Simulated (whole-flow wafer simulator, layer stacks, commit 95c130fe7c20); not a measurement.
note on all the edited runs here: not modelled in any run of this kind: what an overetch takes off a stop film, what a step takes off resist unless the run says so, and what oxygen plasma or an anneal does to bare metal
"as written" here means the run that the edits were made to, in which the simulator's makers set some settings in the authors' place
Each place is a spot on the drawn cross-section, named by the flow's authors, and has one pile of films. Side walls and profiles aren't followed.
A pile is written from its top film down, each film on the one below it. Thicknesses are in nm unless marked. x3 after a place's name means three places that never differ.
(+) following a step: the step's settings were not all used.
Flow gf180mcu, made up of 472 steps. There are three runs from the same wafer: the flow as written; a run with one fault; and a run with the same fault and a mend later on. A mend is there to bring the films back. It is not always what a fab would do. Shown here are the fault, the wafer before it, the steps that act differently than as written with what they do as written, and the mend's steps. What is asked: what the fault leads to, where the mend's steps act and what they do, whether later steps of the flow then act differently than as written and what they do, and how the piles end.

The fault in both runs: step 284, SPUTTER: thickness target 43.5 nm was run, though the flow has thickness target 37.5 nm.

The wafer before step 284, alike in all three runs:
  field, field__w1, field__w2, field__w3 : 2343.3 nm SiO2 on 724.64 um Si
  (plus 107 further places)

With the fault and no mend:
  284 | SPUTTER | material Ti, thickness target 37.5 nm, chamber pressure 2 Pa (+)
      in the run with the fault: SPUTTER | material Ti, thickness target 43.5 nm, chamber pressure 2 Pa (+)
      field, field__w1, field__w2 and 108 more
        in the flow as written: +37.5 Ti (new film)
        in the run with the fault: +43.5 Ti (new film)
  Steps later in the flow that act otherwise than as written (1 more step, not shown, differs only slightly: by at most 2% or 0.5 nm, whichever is larger):
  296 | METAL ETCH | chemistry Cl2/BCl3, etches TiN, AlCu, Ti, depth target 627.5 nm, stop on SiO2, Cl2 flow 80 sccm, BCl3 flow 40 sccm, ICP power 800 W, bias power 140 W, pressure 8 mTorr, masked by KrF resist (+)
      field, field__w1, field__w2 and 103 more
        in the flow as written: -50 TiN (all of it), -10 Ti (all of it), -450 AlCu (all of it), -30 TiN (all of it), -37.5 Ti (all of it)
        in the run with the fault: -50 TiN (all of it), -10 Ti (all of it), -450 AlCu (all of it), -30 TiN (all of it), -43.5 Ti (all of it)
  By the end, the piles at field__w8, contact, m1, m1__w1, m1_nw depart from the flow's by more than 2% or 0.5 nm, whichever is larger.
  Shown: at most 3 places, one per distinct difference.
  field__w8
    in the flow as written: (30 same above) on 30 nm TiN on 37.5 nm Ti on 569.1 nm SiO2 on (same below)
    in the run with the fault: (30 same above) on 30 nm TiN on 43.5 nm Ti on 569.1 nm SiO2 on (same below)
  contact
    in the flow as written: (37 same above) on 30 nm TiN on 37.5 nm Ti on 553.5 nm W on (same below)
    in the run with the fault: (37 same above) on 30 nm TiN on 43.5 nm Ti on 553.5 nm W on (same below)

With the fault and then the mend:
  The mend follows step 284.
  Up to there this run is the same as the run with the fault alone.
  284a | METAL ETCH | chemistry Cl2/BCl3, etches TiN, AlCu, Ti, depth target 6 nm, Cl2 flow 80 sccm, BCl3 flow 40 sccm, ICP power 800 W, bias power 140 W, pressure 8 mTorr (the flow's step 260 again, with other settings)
      field, field__w1, field__w2 and 108 more
        -6 Ti
  Later steps of the flow that are run all act as written at every place that is followed.
  The piles end the same as the flow's at every place that both follow.
